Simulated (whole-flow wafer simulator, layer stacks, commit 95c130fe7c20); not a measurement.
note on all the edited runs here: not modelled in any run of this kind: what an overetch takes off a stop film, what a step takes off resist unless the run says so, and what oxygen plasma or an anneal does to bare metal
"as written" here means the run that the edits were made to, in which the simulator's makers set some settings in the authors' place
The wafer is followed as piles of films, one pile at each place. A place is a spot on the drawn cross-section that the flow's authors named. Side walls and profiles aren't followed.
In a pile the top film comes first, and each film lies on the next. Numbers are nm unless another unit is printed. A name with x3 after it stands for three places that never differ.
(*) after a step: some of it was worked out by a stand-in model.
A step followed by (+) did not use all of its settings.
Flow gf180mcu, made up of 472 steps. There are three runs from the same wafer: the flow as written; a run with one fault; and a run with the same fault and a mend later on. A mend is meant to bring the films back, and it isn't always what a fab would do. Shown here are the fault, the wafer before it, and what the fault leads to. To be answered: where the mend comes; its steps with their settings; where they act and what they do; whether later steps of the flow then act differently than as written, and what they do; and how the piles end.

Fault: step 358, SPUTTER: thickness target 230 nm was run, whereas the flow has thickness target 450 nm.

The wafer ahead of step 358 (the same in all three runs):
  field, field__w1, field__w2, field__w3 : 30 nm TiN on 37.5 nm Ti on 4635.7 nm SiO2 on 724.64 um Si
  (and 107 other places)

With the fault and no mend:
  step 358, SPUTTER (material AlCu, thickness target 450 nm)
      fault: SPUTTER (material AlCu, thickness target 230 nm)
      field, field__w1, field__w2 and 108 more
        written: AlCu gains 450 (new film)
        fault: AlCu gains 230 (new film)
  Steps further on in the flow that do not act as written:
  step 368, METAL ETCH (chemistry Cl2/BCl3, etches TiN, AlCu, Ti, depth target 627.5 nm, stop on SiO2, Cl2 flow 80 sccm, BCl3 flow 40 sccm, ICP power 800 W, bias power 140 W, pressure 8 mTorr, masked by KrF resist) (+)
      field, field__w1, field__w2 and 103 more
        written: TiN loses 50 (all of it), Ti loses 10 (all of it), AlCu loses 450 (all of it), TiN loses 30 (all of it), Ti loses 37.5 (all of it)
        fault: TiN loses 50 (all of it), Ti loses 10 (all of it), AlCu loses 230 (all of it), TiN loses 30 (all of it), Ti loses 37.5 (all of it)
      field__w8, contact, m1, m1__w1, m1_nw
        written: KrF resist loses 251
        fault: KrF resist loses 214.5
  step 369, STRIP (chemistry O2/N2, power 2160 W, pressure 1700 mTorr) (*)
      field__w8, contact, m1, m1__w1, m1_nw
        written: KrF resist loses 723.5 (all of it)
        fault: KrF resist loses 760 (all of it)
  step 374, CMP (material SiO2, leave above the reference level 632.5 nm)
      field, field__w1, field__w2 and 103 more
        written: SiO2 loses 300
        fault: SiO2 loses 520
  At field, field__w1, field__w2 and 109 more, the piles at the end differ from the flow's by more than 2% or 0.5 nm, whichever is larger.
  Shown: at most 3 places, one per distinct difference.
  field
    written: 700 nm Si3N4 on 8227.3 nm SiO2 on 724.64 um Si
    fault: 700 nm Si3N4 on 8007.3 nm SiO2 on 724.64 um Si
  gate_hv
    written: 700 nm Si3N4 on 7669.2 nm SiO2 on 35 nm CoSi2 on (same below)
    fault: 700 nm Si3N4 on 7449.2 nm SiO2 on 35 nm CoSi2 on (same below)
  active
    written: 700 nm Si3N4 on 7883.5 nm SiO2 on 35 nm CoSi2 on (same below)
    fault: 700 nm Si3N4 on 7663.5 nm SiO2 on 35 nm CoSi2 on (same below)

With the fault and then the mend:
  The mend stands after step 358.
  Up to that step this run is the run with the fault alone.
  step 358a, SPUTTER (material AlCu, thickness target 220 nm) (a further turn of the flow's step 358, with different settings)
      field, field__w1, field__w2 and 108 more
        AlCu gains 220
  Later steps of the flow that are run all act as written at every place that is followed.
  At every place that both follow, the piles at the end match the flow's.
